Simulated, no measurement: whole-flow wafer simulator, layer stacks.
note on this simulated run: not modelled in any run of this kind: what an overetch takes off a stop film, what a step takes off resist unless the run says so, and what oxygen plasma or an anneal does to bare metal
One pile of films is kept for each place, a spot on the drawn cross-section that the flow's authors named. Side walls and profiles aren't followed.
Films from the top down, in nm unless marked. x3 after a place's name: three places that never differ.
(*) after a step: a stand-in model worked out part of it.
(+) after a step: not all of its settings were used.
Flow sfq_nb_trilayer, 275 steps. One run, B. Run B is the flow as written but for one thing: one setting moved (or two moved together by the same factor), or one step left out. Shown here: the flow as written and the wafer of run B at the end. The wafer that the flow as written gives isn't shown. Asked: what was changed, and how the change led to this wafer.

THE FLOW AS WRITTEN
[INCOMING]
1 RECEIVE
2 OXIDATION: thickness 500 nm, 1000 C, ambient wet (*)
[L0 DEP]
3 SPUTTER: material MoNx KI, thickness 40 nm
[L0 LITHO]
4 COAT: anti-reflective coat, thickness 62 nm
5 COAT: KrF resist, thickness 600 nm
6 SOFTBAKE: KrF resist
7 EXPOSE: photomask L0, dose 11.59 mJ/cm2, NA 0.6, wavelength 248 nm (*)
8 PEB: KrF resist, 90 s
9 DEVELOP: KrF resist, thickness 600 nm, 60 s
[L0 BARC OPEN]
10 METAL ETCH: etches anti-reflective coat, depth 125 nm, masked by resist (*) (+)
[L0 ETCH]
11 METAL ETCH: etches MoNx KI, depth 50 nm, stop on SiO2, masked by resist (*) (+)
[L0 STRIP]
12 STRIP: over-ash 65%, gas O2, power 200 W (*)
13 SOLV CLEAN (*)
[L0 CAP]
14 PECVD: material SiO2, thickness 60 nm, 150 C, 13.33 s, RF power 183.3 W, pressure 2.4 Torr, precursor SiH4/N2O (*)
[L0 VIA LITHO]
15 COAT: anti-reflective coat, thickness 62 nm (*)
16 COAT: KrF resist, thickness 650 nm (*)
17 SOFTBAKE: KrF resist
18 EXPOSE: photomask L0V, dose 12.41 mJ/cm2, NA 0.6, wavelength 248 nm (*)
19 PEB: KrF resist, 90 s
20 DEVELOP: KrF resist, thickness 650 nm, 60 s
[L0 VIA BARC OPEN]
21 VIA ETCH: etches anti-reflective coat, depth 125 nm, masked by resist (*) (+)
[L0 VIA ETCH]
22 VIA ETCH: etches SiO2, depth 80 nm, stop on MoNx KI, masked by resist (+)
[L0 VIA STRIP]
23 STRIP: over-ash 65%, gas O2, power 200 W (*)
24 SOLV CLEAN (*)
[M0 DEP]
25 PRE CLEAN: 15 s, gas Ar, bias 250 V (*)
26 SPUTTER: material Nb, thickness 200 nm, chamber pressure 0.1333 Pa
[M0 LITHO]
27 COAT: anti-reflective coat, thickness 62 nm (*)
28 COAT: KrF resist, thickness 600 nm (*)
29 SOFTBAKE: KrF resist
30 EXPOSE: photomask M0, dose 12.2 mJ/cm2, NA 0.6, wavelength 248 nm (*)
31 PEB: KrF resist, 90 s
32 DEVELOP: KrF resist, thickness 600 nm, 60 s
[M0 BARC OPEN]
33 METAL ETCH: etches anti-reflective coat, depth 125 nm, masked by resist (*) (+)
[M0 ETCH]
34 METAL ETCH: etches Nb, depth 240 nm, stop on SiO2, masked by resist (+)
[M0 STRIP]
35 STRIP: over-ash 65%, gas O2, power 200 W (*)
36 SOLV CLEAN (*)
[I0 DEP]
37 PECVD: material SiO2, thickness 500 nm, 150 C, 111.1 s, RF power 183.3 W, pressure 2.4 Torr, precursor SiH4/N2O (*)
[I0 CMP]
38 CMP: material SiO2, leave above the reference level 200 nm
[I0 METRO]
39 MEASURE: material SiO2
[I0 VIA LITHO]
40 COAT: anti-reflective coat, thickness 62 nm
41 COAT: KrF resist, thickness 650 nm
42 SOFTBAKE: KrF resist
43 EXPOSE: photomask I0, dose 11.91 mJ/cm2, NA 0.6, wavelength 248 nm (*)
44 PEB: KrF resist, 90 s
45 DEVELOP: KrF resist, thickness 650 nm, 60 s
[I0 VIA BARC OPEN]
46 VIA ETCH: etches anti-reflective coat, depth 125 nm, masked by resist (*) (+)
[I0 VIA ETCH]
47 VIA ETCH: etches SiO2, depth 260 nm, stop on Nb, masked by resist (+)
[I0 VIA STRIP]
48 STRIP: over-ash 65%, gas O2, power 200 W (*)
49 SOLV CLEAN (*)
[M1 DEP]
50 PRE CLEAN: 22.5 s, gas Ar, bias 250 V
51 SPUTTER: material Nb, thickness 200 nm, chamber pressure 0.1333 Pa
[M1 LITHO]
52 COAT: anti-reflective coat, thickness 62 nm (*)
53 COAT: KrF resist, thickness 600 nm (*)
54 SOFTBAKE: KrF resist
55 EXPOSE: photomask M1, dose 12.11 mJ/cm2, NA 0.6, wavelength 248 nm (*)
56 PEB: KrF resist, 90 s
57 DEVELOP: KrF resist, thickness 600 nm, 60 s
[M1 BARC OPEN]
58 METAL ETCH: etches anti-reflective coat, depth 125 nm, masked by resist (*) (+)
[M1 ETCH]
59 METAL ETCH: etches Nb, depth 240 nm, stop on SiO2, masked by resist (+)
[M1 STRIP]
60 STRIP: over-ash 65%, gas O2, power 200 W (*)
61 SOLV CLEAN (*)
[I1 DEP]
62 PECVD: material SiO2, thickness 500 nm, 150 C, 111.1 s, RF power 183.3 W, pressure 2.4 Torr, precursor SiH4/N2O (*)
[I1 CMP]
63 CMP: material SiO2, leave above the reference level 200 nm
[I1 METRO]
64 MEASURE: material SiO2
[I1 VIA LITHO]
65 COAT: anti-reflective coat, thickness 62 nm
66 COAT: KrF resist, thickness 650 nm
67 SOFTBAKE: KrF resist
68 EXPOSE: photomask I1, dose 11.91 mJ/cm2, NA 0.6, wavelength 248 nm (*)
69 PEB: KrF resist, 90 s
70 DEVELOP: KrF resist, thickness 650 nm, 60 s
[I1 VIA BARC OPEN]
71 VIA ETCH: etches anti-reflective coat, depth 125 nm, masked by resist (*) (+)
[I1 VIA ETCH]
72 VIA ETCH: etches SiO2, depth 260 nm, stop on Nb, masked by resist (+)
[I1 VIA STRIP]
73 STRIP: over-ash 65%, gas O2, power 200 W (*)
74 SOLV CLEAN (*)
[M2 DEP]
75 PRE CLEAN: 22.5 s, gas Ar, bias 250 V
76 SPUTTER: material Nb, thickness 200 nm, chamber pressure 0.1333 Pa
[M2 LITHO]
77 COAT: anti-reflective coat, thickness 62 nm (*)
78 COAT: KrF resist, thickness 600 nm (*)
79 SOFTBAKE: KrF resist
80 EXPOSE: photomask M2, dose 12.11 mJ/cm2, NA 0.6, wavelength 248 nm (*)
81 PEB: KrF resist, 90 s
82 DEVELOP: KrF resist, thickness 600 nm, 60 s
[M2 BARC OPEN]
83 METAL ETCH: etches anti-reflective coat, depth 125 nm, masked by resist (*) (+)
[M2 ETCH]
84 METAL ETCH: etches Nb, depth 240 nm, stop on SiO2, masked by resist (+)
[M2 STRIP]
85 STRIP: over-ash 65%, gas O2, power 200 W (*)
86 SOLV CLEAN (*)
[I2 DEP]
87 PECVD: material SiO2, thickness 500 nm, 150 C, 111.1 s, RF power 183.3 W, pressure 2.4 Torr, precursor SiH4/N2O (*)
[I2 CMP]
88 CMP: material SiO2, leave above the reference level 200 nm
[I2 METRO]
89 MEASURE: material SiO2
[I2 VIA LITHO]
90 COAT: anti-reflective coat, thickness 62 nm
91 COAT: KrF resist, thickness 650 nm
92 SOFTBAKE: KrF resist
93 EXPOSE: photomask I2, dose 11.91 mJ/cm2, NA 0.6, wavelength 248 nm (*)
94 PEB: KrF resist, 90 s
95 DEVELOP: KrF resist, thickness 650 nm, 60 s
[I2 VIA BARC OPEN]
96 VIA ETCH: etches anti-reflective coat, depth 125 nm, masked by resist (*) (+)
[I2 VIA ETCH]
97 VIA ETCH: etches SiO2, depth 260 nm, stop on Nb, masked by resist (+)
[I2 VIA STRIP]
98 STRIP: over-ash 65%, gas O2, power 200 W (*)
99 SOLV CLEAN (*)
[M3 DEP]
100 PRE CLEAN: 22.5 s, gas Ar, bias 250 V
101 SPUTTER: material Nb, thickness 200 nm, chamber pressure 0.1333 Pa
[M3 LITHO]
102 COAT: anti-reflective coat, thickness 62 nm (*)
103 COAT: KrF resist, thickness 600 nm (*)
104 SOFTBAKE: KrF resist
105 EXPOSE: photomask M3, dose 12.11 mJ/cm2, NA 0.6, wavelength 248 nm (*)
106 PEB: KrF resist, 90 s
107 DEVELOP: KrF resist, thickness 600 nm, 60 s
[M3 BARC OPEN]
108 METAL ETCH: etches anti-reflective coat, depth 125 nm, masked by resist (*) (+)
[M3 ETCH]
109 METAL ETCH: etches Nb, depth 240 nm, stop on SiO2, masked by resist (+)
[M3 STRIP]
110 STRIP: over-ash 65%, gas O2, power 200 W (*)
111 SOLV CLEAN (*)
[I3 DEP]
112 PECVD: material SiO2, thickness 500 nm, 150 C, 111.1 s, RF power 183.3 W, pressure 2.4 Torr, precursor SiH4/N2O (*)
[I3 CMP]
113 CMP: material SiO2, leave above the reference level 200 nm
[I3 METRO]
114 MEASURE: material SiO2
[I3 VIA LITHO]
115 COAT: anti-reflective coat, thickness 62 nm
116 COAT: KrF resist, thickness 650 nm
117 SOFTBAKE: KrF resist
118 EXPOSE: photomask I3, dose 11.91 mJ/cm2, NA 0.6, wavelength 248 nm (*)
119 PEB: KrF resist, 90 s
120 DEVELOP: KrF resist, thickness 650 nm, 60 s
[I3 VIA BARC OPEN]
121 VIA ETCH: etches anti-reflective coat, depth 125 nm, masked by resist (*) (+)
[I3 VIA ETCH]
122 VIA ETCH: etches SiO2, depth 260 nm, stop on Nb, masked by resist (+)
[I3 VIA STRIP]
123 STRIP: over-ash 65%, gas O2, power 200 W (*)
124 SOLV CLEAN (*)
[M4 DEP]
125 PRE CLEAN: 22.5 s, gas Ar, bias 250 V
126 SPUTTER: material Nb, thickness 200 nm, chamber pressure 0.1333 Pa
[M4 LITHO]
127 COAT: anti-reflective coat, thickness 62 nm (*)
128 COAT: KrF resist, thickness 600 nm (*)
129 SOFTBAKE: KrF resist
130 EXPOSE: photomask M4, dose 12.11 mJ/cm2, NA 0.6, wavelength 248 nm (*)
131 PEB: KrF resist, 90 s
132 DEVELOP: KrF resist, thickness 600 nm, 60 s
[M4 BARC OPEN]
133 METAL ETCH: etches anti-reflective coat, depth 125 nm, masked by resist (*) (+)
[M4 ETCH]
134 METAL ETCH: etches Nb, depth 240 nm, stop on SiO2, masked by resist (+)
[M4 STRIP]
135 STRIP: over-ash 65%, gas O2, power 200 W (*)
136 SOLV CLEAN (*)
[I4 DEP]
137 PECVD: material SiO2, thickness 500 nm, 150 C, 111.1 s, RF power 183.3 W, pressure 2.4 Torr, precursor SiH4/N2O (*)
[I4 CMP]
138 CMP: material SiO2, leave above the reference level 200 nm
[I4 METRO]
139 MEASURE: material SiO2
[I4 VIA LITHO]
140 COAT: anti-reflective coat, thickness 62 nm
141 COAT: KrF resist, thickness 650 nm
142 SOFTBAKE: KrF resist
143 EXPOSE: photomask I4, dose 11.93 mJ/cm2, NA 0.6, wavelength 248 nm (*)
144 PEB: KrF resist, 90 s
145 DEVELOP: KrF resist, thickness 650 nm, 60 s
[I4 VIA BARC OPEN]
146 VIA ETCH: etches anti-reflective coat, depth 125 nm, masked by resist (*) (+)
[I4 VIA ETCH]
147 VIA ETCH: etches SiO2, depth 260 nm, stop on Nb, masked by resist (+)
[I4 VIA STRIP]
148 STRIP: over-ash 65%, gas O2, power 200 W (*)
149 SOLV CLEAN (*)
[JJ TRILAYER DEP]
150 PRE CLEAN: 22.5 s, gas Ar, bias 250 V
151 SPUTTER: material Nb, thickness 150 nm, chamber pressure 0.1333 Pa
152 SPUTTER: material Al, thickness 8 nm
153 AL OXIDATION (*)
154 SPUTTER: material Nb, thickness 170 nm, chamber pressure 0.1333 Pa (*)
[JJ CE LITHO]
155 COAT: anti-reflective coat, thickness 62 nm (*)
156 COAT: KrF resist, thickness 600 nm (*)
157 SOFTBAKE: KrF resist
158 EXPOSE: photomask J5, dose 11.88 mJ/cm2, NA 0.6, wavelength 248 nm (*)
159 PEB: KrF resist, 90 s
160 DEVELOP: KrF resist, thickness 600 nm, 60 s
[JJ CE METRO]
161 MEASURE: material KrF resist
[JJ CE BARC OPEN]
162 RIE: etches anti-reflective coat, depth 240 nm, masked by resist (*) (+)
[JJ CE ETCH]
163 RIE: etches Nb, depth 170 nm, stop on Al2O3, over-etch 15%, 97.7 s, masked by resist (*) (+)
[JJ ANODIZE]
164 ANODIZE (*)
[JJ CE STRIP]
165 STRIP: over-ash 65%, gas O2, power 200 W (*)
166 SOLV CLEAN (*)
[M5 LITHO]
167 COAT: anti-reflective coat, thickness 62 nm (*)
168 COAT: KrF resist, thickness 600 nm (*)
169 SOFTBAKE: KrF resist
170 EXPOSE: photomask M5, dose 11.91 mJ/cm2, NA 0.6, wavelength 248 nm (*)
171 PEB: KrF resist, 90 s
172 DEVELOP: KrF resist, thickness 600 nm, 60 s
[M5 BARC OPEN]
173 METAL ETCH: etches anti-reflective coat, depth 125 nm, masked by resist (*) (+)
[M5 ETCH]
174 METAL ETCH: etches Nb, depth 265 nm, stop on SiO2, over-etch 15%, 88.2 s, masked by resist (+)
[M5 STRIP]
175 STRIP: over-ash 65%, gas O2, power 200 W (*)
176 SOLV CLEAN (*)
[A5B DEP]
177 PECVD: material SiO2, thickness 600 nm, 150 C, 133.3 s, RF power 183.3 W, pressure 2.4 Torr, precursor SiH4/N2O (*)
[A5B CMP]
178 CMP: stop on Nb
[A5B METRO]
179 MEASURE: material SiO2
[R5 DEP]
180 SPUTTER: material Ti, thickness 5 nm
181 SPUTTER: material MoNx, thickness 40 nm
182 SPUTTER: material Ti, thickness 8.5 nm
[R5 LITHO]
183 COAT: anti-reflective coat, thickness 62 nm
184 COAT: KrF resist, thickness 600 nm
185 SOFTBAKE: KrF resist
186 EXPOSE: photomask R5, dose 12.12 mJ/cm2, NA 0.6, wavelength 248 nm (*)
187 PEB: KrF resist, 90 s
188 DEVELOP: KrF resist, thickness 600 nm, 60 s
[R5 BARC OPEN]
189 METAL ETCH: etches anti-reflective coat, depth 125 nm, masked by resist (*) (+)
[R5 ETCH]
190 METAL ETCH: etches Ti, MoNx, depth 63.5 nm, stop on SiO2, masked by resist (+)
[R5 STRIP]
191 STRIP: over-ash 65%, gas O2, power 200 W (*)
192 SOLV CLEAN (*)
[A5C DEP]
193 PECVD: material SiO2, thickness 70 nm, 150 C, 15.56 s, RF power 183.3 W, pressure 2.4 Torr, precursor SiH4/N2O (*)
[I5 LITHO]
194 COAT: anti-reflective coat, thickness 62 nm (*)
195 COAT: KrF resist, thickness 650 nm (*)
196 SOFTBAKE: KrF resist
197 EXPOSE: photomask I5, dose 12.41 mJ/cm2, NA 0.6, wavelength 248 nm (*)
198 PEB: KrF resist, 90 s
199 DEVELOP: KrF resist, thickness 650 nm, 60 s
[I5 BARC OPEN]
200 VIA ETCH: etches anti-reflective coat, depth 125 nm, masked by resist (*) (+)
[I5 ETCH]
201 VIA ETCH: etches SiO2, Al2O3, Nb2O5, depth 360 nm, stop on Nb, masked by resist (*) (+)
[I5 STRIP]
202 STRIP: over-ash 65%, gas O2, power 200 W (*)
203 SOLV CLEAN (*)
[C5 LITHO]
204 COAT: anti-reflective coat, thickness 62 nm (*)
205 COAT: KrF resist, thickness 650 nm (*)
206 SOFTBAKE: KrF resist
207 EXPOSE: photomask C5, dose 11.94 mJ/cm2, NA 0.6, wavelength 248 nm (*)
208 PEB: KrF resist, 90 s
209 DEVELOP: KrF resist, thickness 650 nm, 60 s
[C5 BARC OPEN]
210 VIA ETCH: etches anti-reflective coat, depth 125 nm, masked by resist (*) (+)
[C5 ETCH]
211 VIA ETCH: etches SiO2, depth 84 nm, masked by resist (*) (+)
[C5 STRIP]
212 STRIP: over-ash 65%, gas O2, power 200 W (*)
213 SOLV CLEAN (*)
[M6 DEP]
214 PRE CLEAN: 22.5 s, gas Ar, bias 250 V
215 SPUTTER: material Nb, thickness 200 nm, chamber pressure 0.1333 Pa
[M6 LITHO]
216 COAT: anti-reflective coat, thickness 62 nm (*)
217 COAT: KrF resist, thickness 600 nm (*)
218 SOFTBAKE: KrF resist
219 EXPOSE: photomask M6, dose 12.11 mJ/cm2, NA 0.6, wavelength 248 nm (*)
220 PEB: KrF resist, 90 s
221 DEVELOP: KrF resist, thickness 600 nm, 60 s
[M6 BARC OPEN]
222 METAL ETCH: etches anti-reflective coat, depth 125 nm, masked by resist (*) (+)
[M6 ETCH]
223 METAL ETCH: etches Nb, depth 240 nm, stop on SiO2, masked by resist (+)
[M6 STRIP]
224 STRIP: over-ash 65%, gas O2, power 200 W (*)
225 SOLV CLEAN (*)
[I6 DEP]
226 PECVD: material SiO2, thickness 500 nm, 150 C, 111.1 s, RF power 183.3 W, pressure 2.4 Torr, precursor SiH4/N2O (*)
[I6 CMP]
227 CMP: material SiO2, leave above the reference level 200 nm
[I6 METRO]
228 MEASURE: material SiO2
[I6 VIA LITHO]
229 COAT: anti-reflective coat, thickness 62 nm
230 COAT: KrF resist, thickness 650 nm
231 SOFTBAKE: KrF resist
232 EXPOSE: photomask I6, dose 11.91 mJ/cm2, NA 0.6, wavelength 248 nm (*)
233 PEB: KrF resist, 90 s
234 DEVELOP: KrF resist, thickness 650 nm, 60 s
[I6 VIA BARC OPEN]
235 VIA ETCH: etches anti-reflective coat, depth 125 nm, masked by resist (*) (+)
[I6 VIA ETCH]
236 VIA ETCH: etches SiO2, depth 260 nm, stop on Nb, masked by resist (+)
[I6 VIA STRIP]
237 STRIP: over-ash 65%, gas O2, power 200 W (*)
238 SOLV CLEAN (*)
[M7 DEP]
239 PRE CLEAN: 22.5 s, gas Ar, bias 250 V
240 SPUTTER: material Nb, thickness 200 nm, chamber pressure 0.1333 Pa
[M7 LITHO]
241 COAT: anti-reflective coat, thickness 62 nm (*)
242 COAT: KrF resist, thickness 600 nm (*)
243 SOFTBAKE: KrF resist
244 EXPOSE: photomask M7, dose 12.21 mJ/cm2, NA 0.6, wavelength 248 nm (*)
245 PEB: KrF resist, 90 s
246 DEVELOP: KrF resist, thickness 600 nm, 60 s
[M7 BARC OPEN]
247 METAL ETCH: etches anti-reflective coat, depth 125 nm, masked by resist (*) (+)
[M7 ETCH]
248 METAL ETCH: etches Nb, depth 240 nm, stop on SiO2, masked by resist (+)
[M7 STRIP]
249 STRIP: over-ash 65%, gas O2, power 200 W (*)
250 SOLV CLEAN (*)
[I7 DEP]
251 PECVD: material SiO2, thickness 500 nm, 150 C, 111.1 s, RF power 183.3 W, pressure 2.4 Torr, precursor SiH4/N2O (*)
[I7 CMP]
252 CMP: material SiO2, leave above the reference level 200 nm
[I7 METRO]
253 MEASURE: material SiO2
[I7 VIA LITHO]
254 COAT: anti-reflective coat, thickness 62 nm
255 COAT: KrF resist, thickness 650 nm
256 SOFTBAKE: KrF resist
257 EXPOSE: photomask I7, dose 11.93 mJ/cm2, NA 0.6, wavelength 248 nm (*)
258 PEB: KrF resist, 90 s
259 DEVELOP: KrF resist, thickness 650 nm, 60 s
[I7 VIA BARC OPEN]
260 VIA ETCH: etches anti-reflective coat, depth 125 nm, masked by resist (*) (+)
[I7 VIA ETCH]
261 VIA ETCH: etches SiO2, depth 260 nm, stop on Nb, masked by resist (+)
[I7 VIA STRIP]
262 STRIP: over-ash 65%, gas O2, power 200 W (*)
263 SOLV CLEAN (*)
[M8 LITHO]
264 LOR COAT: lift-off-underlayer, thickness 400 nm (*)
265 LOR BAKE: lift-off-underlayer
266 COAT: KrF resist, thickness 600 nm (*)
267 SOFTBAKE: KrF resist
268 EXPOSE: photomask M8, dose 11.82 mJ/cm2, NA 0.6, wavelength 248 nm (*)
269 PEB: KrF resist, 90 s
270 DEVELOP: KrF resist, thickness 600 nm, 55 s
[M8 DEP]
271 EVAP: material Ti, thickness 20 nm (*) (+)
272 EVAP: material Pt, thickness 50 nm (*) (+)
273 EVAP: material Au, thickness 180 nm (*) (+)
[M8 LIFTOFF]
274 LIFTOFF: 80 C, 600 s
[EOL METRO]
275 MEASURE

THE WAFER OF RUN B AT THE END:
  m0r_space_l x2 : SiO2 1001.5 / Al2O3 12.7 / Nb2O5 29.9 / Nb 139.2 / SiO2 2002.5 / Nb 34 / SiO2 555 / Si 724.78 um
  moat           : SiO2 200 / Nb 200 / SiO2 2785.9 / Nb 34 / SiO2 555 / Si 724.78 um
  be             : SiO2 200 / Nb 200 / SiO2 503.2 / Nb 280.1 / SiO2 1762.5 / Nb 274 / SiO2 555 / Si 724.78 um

The cause: step 26, SPUTTER: thickness 274 nm was run, where the flow has thickness 200 nm.
It can be read off the wafer: be has Nb 274, and step 26 as written asks for 200 nm.

How the change led to this, step by step:
  26 SPUTTER: material Nb, thickness 200 nm, chamber pressure 0.1333 Pa
      field_l, v_sur, via_wl and 102 more: Nb +274 (new film) (as written it would be: Nb +200 (new film))
      l0v: Nb +269.9 (new film) (as written it would be: Nb +195.7 (new film))
  34 METAL ETCH: etches Nb, depth 240 nm, stop on SiO2, masked by resist (+)
      moat, m0r_space_l x2: Nb -240 (as written it would be: Nb -200 (all of it))
  37 PECVD: material SiO2, thickness 500 nm, 150 C, 111.1 s, RF power 183.3 W, pressure 2.4 Torr, precursor SiH4/N2O (*)
      moat, m0r_space_l x2: SiO2 +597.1 (new film) (as written it would be: SiO2 +557.1)
Counting metal films that touch as one body, m0r_space_l x2 has 2 bodies (between them, from the top down: SiO2 2002.5); the flow as written gives 1 body.
Counting metal films that touch as one body, moat has 2 bodies (between them, from the top down: SiO2 2785.9); the flow as written gives 1 body.
